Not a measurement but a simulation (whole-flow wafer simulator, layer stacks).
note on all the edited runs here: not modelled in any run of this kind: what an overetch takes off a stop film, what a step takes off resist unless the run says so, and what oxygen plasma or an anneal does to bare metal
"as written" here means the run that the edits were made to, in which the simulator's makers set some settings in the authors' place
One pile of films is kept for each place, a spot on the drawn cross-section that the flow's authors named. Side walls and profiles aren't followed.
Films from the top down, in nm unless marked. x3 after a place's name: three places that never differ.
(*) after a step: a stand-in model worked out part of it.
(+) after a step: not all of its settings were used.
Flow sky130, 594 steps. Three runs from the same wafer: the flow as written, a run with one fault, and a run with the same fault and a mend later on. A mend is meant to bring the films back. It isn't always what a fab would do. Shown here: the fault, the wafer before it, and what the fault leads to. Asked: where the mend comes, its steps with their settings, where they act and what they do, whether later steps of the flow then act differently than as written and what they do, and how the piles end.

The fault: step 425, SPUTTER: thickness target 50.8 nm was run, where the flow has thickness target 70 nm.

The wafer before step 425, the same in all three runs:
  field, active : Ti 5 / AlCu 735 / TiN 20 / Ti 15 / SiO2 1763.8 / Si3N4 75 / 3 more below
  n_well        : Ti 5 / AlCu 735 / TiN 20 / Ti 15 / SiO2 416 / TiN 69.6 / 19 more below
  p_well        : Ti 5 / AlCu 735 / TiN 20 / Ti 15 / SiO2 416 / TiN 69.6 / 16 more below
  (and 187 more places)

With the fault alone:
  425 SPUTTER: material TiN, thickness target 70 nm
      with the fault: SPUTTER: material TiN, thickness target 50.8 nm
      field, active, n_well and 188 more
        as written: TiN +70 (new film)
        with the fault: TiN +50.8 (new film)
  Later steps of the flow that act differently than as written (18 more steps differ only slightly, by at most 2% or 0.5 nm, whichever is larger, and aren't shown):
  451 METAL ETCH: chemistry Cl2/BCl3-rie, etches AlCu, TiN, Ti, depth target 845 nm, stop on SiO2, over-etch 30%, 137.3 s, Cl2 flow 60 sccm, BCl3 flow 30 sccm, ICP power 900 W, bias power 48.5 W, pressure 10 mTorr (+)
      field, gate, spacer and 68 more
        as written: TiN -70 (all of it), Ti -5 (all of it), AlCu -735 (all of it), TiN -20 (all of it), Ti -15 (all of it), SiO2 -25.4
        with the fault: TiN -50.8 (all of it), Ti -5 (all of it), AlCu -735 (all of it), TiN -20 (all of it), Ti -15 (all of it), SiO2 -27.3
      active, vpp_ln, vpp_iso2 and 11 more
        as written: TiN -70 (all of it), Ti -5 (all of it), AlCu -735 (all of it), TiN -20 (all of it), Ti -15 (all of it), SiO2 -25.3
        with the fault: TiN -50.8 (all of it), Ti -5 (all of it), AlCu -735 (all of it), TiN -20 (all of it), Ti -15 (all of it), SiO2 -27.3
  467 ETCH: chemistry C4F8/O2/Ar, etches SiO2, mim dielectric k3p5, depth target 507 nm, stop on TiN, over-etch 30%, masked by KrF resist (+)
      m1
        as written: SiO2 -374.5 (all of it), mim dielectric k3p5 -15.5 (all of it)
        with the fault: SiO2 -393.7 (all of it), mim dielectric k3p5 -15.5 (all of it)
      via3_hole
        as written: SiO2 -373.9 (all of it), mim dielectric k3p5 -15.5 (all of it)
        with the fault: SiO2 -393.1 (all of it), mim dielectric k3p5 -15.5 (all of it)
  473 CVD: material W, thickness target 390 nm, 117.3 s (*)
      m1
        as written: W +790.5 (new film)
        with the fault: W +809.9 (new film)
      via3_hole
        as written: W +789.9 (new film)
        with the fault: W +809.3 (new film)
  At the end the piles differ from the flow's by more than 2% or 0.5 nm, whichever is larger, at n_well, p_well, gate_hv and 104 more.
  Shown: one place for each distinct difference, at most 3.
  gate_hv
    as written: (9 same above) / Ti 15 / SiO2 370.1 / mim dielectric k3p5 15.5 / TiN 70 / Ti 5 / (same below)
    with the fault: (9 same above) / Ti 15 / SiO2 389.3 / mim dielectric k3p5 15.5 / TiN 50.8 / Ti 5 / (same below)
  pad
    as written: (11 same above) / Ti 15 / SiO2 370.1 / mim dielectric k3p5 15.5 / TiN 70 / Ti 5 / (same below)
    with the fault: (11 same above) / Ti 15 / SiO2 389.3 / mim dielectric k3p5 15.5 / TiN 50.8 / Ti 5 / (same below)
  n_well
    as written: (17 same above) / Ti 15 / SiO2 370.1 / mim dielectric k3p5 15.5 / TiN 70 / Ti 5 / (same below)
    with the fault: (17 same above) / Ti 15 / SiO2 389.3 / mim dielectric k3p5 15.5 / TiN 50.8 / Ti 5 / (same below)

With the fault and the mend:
  The mend comes after step 425.
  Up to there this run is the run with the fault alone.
  425a SPUTTER: material TiN, thickness target 19.2 nm (the flow's step 425 once more, with other settings)
      field, active, n_well and 188 more
        TiN +19.2
  No later step of the flow acts differently than as written at any place that is followed.
  At the end the piles are the same as the flow's at every place that both follow.
